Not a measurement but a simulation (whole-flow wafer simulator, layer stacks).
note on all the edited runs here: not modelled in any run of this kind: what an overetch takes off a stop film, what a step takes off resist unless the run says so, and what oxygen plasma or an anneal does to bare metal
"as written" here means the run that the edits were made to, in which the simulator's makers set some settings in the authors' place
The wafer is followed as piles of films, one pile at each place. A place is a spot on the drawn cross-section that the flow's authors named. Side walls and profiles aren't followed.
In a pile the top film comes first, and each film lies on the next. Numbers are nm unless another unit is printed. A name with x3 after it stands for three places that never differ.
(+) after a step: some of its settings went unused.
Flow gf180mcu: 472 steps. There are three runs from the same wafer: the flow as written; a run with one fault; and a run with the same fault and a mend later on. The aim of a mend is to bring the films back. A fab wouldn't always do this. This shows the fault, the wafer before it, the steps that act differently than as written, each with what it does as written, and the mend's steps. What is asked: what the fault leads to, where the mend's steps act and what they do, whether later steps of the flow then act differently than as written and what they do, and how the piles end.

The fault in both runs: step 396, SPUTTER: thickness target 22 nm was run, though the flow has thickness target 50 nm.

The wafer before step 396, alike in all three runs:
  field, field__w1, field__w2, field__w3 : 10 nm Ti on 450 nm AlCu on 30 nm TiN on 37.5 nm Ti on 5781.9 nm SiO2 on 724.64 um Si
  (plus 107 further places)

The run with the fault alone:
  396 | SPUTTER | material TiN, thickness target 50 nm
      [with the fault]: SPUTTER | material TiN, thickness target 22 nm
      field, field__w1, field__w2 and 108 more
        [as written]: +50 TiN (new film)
        [with the fault]: +22 TiN (new film)
  Steps later in the flow that act otherwise than as written (not shown: 1 more step that differs only slightly, by at most 2% or 0.5 nm, whichever is larger):
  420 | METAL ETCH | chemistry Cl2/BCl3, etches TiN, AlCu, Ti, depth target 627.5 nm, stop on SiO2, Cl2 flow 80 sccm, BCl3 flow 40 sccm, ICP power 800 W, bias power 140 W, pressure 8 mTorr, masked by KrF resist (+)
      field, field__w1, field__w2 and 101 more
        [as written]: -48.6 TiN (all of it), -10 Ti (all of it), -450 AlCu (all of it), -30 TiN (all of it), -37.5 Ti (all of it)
        [with the fault]: -20.6 TiN (all of it), -10 Ti (all of it), -450 AlCu (all of it), -30 TiN (all of it), -37.5 Ti (all of it)
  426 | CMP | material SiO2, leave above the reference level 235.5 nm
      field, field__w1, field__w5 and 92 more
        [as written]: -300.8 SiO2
        [with the fault]: -328.8 SiO2
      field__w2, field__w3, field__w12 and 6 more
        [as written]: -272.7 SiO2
        [with the fault]: -301.9 SiO2
  The piles end different from the flow's at field__w4, field__w8, contact, m1, m1__w1, mim, mim_1p0, m1_nw by more than 2% or 0.5 nm, whichever is larger.
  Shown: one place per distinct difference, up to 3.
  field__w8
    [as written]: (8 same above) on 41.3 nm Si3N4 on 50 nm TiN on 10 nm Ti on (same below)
    [with the fault]: (8 same above) on 41.3 nm Si3N4 on 22 nm TiN on 10 nm Ti on (same below)
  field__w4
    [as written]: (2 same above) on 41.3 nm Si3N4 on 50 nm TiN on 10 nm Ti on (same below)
    [with the fault]: (2 same above) on 41.3 nm Si3N4 on 22 nm TiN on 10 nm Ti on (same below)
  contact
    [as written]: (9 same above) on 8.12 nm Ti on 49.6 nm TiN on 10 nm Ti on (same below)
    [with the fault]: (9 same above) on 8.12 nm Ti on 21.6 nm TiN on 10 nm Ti on (same below)

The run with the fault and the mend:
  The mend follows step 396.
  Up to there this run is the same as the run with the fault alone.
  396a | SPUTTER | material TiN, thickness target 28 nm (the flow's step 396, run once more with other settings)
      field, field__w1, field__w2 and 108 more
        +28 TiN
  None of the later steps of the flow acts differently than as written at any place that is followed.
  At every place that both follow, the piles at the end match the flow's.
